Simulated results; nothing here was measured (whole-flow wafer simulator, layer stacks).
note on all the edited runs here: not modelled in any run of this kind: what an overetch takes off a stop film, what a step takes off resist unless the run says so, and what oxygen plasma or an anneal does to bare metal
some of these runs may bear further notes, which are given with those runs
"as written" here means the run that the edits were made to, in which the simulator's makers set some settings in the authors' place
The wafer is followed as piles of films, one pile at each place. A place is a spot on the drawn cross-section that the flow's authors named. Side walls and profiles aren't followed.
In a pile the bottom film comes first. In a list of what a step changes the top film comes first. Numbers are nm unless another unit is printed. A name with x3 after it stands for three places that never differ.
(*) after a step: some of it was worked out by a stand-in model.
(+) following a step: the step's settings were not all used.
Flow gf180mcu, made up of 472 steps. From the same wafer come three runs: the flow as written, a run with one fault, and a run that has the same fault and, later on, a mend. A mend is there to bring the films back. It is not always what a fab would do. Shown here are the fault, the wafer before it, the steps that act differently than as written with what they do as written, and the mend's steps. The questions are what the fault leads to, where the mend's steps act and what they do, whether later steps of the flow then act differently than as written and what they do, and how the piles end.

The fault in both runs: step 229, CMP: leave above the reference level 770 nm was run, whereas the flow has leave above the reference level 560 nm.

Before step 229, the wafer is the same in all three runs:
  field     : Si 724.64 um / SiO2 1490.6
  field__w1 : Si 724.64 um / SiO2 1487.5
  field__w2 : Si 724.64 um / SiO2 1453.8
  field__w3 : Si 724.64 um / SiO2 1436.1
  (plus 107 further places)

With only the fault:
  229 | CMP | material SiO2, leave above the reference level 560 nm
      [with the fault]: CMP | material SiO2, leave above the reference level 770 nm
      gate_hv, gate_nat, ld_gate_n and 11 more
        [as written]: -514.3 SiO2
        [with the fault]: -304.3 SiO2
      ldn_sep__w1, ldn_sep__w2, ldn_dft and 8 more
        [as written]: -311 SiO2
        [with the fault]: -101 SiO2
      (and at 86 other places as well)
  Steps further on in the flow that do not act as written:
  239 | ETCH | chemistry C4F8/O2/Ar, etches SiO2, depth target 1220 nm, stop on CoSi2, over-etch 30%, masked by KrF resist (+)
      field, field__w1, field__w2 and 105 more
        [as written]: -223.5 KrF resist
        [with the fault]: -244 KrF resist
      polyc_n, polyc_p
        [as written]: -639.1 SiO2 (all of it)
        [with the fault]: -849.1 SiO2 (all of it)
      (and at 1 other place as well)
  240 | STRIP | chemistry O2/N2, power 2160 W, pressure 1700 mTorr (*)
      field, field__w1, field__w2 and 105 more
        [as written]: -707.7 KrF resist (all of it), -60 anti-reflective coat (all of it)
        [with the fault]: -687.2 KrF resist (all of it), -60 anti-reflective coat (all of it)
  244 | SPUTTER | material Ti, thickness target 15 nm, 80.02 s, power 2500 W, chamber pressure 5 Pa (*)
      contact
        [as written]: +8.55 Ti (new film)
        [with the fault]: +7.57 Ti (new film)
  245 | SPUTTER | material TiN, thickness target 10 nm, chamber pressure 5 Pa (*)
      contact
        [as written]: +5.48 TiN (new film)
        [with the fault]: +4.87 TiN (new film)
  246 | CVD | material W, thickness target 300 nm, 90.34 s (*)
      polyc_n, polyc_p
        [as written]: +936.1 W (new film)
        [with the fault]: +1146.1 W (new film)
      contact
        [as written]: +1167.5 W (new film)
        [with the fault]: +1379.1 W (new film)
  At field, field__w1, field__w2 and 109 more, the piles at the end differ from the flow's by more than 2% or 0.5 nm, whichever is larger.
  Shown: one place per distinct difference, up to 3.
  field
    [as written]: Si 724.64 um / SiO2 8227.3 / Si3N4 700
    [with the fault]: Si 724.64 um / SiO2 8437.3 / Si3N4 700
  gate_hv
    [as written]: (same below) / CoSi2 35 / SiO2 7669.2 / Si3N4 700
    [with the fault]: (same below) / CoSi2 35 / SiO2 7879.2 / Si3N4 700
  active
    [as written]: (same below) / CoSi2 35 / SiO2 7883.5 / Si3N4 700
    [with the fault]: (same below) / CoSi2 35 / SiO2 8093.5 / Si3N4 700

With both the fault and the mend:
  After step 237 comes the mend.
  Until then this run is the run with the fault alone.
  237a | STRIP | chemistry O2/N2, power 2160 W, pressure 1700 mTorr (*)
      field, field__w1, field__w2 and 105 more
        -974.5 KrF resist (all of it), -60 anti-reflective coat (all of it)
      contact, polyc_n, polyc_p
        -60 anti-reflective coat (all of it)
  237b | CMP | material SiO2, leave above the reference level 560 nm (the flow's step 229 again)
      field, field__w1, field__w2 and 108 more
        -210 SiO2
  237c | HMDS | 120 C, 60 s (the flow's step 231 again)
      leaves every film unchanged at each place that is followed
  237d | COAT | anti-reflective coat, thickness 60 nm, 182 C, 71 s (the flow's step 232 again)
      field, field__w1, field__w2 and 108 more
        +60 anti-reflective coat (new film)
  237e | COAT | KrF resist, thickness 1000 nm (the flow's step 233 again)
      field, field__w1, field__w2 and 108 more
        +1000 KrF resist (new film)
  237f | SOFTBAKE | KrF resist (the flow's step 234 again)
      leaves every film unchanged at each place that is followed
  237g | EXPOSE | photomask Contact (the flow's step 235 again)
      leaves every film unchanged at each place that is followed
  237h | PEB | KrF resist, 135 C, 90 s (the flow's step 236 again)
      field, field__w1, field__w2 and 108 more
        -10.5 KrF resist
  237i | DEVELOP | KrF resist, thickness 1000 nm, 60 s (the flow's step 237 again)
      field, field__w1, field__w2 and 105 more
        -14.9 KrF resist
      contact, polyc_n, polyc_p
        -989.5 KrF resist (all of it)
  Later steps of the flow that are run all act as written at every place that is followed.
  By the end, the piles equal the flow's at every place that both follow.
